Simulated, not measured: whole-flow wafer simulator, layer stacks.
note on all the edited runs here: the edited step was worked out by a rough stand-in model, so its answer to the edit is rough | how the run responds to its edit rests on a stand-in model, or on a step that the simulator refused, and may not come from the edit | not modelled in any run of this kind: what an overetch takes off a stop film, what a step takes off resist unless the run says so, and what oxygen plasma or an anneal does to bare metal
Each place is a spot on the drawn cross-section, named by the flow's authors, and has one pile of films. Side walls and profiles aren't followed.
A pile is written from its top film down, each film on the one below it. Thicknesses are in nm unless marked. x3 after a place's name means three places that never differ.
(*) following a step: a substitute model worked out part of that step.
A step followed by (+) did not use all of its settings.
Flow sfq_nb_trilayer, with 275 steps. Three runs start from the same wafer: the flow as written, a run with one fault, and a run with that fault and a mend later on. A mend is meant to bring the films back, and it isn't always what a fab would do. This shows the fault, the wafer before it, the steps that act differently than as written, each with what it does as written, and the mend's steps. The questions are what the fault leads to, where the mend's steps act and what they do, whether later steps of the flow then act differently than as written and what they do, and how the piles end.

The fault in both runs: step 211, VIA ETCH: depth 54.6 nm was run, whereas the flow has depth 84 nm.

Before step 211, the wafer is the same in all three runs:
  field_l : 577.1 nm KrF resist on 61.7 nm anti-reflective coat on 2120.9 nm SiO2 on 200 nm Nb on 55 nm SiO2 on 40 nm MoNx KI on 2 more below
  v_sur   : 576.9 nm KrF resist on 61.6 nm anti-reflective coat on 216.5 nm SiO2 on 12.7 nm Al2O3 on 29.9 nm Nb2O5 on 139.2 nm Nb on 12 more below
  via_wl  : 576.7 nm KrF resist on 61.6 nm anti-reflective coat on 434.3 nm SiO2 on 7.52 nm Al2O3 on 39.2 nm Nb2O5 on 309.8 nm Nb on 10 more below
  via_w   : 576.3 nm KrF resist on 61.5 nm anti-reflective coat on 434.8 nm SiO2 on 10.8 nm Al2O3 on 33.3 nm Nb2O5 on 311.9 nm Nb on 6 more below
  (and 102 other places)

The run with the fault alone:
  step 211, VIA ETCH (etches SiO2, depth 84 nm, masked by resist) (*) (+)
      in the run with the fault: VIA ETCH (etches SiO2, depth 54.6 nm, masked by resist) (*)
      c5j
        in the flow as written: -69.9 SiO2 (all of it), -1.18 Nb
        in the run with the fault: -54.6 SiO2
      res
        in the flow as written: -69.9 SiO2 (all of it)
        in the run with the fault: -54.6 SiO2
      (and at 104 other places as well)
  Later steps of the flow acting differently than as written (not shown: 5 more steps that differ only slightly, by at most 2% or 0.5 nm, whichever is larger):
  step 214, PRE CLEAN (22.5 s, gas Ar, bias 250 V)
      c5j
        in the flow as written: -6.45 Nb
        in the run with the fault: -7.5 SiO2
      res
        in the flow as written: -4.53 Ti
        in the run with the fault: -7.5 SiO2
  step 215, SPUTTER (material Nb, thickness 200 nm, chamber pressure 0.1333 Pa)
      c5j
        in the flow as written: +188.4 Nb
        in the run with the fault: +193.2 Nb (new film)
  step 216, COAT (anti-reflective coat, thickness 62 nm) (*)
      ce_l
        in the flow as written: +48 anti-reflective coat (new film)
        in the run with the fault: +52 anti-reflective coat (new film)
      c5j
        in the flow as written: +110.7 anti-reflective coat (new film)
        in the run with the fault: +99.5 anti-reflective coat (new film)
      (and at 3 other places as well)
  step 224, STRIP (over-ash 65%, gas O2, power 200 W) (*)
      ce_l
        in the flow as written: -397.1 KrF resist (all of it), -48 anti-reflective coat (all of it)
        in the run with the fault: -394.7 KrF resist (all of it), -52 anti-reflective coat (all of it)
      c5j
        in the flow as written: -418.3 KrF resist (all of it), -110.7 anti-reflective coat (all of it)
        in the run with the fault: -411.2 KrF resist (all of it), -99.5 anti-reflective coat (all of it)
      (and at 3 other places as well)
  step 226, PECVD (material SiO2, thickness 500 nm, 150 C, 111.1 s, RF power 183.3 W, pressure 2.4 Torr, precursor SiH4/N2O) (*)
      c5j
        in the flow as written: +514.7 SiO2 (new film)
        in the run with the fault: +500 SiO2 (new film)
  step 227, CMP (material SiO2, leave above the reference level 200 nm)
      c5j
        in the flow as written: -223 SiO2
        in the run with the fault: -228.5 SiO2
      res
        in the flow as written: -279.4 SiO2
        in the run with the fault: -294.1 SiO2
  At c5j, res, the piles at the end differ from the flow's by more than 2% or 0.5 nm, whichever is larger.
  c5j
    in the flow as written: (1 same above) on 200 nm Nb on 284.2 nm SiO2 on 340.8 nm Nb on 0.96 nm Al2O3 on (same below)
    in the run with the fault: (1 same above) on 200 nm Nb on 264 nm SiO2 on 193.2 nm Nb on 7.79 nm SiO2 on 160 nm Nb on 0.96 nm Al2O3 on (same below)
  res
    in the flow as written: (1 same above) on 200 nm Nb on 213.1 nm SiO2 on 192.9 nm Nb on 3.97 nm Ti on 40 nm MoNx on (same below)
    in the run with the fault: (1 same above) on 200 nm Nb on 198.4 nm SiO2 on 195.3 nm Nb on 7.76 nm SiO2 on 8.5 nm Ti on 40 nm MoNx on (same below)

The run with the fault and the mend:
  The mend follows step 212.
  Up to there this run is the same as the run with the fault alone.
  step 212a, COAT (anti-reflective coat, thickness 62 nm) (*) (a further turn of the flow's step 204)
      field_r, ln_m5, p4_fl x3 and 61 more
        +62 anti-reflective coat (new film)
      lsp_m, ln_m6, lsp_r and 6 more
        +61.9 anti-reflective coat (new film)
      v_sur, via_wl
        +61.5 anti-reflective coat (new film)
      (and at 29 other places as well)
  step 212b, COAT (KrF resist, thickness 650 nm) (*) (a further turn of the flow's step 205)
      l0v, p4_fl x3, p4_w1 x9 and 35 more
        +650 KrF resist (new film)
      wl_b_m5, wl_b_sr, wl_c_sl and 12 more
        +649.9 KrF resist (new film)
      r5r_line_l, r5r_line_c, r5r_line_r
        +634.3 KrF resist (new film)
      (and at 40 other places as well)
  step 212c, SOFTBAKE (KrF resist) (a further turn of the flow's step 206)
      does not change any film at any place that is followed
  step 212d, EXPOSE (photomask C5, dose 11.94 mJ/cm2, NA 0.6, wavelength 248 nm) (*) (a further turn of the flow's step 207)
      does not change any film at any place that is followed
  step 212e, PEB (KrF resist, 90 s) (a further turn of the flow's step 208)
      field_l, sp_r, moat and 79 more
        -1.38 KrF resist
      v_sur, via_wl, via_w, via_wr, via_sp, be_sur, jj_sur, res
        -1.37 KrF resist
      r5r_line_l, r5r_line_c, r5r_line_r
        -1.34 KrF resist
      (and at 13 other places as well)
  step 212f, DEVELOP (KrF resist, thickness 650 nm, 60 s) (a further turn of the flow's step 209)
      field_l, v_sur, via_wl and 101 more
        -23.5 KrF resist
      c5j
        -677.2 KrF resist (all of it)
      res
        -645.6 KrF resist (all of it)
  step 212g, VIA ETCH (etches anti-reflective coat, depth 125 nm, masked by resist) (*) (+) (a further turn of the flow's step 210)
      field_l, v_sur, via_wl and 101 more
        -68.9 KrF resist
      c5j
        -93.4 anti-reflective coat (all of it), -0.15 SiO2
      res
        -82.6 anti-reflective coat (all of it), -0.21 SiO2
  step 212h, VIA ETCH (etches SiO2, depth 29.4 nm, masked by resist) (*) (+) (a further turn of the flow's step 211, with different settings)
      field_l, v_sur, via_wl and 101 more
        -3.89 KrF resist
      c5j
        -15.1 SiO2 (all of it), -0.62 Nb
      res
        -15.1 SiO2 (all of it)
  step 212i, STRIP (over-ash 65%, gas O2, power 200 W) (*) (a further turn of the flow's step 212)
      p4_fl x3, p4_w1 x9, p4_g1 x2 and 33 more
        -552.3 KrF resist (all of it), -62 anti-reflective coat (all of it)
      wl_b_sl, wl_b_m5, wl_b_sr and 14 more
        -552.2 KrF resist (all of it), -62 anti-reflective coat (all of it)
      wl_j_sl, wl_j_sr
        -552.5 KrF resist (all of it), -60.2 anti-reflective coat (all of it)
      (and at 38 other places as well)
  Later steps of the flow that are run all act as written at every place that is followed, up to a difference of at most 2% or 0.5 nm, whichever is larger.
  The piles end only slightly different from the flow's at the places that both follow, by no more than 2% or 0.5 nm, whichever is larger.
